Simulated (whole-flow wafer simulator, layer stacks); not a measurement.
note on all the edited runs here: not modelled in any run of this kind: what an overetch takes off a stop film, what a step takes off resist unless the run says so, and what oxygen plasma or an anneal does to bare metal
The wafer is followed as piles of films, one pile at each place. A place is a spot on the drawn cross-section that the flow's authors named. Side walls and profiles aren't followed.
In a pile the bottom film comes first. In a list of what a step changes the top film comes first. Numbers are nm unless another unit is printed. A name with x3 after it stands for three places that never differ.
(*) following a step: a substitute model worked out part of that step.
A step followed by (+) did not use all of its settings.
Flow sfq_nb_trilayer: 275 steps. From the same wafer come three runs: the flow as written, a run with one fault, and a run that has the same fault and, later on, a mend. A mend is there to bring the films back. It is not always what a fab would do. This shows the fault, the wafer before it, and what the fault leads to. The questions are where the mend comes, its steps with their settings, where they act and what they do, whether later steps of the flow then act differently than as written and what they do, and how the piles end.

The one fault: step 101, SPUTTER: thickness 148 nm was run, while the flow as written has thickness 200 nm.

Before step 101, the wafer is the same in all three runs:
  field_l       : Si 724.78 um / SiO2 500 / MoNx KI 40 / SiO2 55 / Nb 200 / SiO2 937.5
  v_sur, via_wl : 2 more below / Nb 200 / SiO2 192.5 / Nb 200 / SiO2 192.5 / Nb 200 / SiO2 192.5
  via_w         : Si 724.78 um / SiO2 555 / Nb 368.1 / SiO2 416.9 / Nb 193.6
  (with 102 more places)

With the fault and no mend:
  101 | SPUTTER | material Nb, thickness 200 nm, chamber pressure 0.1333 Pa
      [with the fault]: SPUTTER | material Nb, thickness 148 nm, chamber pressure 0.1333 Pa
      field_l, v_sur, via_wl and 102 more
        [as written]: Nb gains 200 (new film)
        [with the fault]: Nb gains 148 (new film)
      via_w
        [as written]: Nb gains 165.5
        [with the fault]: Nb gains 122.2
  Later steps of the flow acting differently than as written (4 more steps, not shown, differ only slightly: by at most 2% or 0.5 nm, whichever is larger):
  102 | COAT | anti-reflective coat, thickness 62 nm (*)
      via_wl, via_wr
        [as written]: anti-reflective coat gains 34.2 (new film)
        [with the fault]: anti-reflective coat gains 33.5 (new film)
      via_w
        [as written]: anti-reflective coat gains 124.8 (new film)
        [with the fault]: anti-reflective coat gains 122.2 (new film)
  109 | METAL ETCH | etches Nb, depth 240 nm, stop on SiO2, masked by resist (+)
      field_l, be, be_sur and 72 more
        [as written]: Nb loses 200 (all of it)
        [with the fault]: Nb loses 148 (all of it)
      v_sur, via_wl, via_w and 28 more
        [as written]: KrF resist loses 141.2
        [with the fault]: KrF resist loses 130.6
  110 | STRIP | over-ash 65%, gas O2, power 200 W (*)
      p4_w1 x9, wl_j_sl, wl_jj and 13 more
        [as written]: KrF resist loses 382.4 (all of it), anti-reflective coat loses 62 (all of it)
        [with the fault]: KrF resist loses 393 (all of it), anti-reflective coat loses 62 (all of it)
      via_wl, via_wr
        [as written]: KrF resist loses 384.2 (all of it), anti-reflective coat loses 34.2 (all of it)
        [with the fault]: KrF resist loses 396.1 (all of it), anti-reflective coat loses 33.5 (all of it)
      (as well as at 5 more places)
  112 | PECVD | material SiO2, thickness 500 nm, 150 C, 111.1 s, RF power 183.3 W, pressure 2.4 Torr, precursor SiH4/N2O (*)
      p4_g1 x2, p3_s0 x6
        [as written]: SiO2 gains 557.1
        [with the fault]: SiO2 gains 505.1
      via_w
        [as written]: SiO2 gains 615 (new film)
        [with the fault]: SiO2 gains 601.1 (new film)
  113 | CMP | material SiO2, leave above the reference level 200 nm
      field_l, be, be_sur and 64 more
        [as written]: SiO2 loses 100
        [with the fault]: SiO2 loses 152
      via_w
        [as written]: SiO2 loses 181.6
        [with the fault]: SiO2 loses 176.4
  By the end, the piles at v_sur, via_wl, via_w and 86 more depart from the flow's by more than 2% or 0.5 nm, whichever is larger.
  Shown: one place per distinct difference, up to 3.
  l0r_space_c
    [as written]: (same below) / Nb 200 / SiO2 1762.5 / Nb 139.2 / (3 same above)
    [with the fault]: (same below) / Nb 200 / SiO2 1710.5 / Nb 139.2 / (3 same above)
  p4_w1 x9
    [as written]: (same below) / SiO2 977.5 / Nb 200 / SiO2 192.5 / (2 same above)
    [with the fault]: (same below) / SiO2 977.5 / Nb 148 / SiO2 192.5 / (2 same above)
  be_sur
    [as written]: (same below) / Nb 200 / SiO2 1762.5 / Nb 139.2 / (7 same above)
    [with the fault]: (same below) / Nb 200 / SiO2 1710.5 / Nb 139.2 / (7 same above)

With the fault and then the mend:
  The mend follows step 101.
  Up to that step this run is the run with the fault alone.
  101a | SPUTTER | material Nb, thickness 52 nm, chamber pressure 0.1333 Pa (a further turn of the flow's step 101, with different settings)
      field_l, v_sur, via_wl and 102 more
        Nb gains 52
      via_w
        Nb gains 40.5
  Later steps of the flow that are run all act as written at every place that is followed, up to a difference of at most 2% or 0.5 nm, whichever is larger.
  When the end is reached, the piles differ only a little from the flow's at the places that both follow, at most by 2% or 0.5 nm, whichever is larger.
